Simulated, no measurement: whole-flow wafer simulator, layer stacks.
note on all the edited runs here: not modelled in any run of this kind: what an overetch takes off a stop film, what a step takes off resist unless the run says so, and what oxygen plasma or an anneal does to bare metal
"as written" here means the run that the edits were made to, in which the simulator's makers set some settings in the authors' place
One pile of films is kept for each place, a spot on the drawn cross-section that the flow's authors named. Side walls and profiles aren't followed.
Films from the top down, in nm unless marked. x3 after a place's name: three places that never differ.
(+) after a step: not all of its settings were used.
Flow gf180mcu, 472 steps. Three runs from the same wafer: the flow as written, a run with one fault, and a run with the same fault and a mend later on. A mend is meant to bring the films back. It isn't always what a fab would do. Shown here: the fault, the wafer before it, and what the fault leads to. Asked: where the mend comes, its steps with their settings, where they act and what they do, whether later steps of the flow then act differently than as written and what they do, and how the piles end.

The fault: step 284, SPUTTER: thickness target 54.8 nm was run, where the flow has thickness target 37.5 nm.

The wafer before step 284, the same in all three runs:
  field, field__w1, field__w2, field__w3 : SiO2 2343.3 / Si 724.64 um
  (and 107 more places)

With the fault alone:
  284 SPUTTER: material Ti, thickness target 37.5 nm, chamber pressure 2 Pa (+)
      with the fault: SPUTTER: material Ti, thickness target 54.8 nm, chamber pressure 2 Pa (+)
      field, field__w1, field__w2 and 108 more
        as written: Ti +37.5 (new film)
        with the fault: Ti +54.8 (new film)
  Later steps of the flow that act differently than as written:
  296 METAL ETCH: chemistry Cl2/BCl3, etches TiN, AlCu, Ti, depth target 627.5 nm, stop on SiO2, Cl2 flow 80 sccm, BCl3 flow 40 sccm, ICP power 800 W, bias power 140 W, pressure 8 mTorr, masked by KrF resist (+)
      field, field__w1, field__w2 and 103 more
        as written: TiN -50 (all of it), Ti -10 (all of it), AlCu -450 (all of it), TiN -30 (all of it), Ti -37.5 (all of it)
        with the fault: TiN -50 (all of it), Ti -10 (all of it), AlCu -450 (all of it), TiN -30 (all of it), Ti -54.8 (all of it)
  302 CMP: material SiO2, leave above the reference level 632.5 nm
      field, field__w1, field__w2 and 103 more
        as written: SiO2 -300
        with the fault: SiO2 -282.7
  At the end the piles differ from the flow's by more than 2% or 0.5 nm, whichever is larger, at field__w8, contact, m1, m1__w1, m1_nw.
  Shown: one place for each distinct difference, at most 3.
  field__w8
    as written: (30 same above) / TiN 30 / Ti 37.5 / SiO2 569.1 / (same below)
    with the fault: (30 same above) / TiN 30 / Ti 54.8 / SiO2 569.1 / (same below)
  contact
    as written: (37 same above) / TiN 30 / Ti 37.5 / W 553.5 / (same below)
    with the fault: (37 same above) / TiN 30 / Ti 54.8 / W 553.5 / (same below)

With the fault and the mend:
  The mend comes after step 284.
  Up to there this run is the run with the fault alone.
  284a METAL ETCH: chemistry Cl2/BCl3, etches TiN, AlCu, Ti, depth target 17.3 nm, Cl2 flow 80 sccm, BCl3 flow 40 sccm, ICP power 800 W, bias power 140 W, pressure 8 mTorr (the flow's step 260 once more, with other settings)
      field, field__w1, field__w2 and 108 more
        Ti -17.3
  No later step of the flow acts differently than as written at any place that is followed.
  At the end the piles are the same as the flow's at every place that both follow.
